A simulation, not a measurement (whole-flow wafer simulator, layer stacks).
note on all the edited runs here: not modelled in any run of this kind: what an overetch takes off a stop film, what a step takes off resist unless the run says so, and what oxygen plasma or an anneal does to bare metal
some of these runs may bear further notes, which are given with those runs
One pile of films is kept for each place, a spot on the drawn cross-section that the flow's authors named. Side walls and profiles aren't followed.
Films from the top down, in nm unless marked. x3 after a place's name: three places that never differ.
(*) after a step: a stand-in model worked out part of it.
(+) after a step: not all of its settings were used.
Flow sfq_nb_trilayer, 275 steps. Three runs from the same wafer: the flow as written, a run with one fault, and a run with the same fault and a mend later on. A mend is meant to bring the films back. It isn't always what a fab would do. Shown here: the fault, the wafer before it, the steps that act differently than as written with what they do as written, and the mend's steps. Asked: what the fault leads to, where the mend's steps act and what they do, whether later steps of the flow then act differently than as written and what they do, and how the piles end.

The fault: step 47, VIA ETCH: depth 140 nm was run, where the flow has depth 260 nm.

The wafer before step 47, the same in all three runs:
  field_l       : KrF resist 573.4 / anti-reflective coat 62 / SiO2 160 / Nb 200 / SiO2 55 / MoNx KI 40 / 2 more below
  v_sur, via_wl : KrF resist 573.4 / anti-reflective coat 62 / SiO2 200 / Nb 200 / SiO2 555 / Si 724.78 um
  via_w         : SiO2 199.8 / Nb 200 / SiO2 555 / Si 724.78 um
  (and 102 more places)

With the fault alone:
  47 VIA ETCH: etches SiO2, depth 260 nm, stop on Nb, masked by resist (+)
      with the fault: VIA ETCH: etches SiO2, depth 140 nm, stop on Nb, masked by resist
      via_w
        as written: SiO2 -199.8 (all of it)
        with the fault: SiO2 -140
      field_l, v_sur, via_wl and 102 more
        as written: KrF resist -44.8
        with the fault: KrF resist -24.1
  Later steps of the flow that act differently than as written (3 more steps differ only slightly, by at most 2% or 0.5 nm, whichever is larger, and aren't shown):
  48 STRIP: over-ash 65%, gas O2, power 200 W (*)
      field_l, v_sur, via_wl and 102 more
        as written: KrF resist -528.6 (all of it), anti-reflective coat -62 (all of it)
        with the fault: KrF resist -549.3 (all of it), anti-reflective coat -62 (all of it)
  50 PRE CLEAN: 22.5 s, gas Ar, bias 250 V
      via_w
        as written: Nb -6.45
        with the fault: SiO2 -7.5
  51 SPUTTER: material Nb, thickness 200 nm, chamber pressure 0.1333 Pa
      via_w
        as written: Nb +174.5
        with the fault: Nb +186.4 (new film)
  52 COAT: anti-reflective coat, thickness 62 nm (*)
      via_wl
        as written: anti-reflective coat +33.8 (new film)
        with the fault: anti-reflective coat +35.8 (new film)
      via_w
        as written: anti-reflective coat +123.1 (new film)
        with the fault: anti-reflective coat +109.6 (new film)
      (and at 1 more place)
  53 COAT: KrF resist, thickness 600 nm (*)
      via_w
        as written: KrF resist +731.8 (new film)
        with the fault: KrF resist +683.9 (new film)
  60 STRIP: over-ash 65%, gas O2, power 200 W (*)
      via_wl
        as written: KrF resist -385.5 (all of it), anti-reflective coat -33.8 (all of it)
        with the fault: KrF resist -390.7 (all of it), anti-reflective coat -35.8 (all of it)
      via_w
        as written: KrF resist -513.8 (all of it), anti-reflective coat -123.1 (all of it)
        with the fault: KrF resist -466.1 (all of it), anti-reflective coat -109.6 (all of it)
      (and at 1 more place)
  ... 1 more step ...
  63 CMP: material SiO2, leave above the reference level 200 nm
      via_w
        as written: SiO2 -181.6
        with the fault: SiO2 -157.1
  At the end the piles differ from the flow's by more than 2% or 0.5 nm, whichever is larger, at via_w.
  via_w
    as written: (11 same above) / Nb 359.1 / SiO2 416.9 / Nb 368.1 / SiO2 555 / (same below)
    with the fault: (11 same above) / Nb 359.1 / SiO2 346.2 / Nb 186.4 / SiO2 52.3 / Nb 200 / SiO2 555 / (same below)

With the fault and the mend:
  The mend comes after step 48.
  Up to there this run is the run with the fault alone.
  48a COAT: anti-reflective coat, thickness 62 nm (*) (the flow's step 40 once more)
      p4_fl x3, p4_w1 x9, p4_g1 x2 and 63 more
        anti-reflective coat +62 (new film)
      jj_sur, ce_l, c5j and 8 more
        anti-reflective coat +61.8 (new film)
      lsp_l, ln_m5, lsp_m, ln_m6, lsp_r, l0_sur, l0v
        anti-reflective coat +61.9 (new film)
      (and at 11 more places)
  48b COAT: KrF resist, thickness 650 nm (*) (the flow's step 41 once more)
      p4_fl x3, p4_w1 x9, p4_g1 x2 and 63 more
        KrF resist +650 (new film)
      res, r_end, moat and 8 more
        KrF resist +649.6 (new film)
      ce_l, c5j, ce_r
        KrF resist +649.4 (new film)
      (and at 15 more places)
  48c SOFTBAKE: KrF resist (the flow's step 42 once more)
      changes no film at any place that is followed
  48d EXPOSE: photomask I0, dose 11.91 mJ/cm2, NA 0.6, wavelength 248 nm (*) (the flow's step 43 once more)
      changes no film at any place that is followed
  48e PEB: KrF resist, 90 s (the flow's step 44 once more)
      be_sur, gap, jj_sur and 94 more
        KrF resist -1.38
      field_l, via_v, wire, be
        KrF resist -1.37
      v_sur, via_sp
        KrF resist -1.36
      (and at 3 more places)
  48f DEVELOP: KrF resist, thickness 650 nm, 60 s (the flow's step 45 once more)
      field_l, v_sur, via_wl and 102 more
        KrF resist -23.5
      via_w
        KrF resist -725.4 (all of it)
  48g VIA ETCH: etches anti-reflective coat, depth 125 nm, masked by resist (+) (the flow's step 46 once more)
      field_l, v_sur, via_wl and 102 more
        KrF resist -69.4
      via_w
        anti-reflective coat -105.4 (all of it), SiO2 -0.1
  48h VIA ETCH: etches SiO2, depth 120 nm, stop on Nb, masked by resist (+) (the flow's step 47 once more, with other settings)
      field_l, v_sur, via_wl and 102 more
        KrF resist -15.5
      via_w
        SiO2 -59.7 (all of it)
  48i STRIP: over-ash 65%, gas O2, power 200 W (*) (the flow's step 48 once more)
      p4_fl x3, p4_w1 x9, p4_g1 x2 and 63 more
        KrF resist -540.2 (all of it), anti-reflective coat -62 (all of it)
      lsp_l, ln_m5, lsp_r, l0_sur, l0v
        KrF resist -539.8 (all of it), anti-reflective coat -61.9 (all of it)
      ce_r, sp_r, be_r, r_sur
        KrF resist -539.7 (all of it), anti-reflective coat -61.8 (all of it)
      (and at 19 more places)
  No later step of the flow acts differently than as written, at any place that is followed, by more than 2% or 0.5 nm, whichever is larger.
  At the end the piles differ from the flow's only slightly at the places that both follow, by at most 2% or 0.5 nm, whichever is larger.
